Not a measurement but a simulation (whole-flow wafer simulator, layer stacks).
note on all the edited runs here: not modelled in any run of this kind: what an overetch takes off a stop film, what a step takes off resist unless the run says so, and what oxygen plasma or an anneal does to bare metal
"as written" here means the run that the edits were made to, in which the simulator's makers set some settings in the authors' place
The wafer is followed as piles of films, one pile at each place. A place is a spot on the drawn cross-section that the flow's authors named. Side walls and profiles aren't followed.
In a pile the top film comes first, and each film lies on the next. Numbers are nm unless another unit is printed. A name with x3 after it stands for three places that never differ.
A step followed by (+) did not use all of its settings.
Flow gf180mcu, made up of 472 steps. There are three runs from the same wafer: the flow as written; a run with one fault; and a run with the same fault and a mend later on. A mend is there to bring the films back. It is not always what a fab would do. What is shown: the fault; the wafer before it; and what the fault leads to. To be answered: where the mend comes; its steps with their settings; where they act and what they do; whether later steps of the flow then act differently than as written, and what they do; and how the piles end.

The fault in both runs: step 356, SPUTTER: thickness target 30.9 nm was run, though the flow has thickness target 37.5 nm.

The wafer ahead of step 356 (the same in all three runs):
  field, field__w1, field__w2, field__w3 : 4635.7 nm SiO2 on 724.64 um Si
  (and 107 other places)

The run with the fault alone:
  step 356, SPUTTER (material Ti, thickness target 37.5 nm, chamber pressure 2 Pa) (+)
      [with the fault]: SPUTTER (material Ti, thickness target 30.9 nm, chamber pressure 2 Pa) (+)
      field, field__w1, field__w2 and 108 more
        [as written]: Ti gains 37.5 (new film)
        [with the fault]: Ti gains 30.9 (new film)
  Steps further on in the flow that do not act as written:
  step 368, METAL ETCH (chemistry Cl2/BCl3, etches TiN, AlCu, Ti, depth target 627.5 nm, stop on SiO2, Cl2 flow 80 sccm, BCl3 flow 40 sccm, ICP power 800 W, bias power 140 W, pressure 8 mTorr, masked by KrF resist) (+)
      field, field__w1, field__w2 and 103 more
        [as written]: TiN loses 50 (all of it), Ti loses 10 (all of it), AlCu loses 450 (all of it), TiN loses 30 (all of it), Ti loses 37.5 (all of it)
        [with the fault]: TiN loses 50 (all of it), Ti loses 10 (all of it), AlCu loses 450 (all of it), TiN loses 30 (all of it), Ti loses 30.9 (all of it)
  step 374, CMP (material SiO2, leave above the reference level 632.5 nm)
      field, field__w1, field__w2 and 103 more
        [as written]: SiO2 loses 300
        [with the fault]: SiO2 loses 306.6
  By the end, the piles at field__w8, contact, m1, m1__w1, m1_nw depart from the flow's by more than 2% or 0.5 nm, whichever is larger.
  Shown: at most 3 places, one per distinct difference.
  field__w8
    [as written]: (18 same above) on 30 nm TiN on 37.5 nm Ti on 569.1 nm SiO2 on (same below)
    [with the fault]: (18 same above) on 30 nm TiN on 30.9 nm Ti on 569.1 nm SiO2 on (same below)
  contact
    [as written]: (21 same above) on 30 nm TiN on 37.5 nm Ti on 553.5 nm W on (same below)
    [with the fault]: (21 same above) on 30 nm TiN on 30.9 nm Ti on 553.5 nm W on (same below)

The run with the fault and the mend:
  After step 356 comes the mend.
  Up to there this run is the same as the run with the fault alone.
  step 356a, SPUTTER (material Ti, thickness target 6.6 nm, chamber pressure 2 Pa) (+) (the flow's step 356 again, with other settings)
      field, field__w1, field__w2 and 108 more
        Ti gains 6.6
  Every later step of the flow that is run acts as written at every place that is followed.
  At every place that both follow, the piles at the end match the flow's.
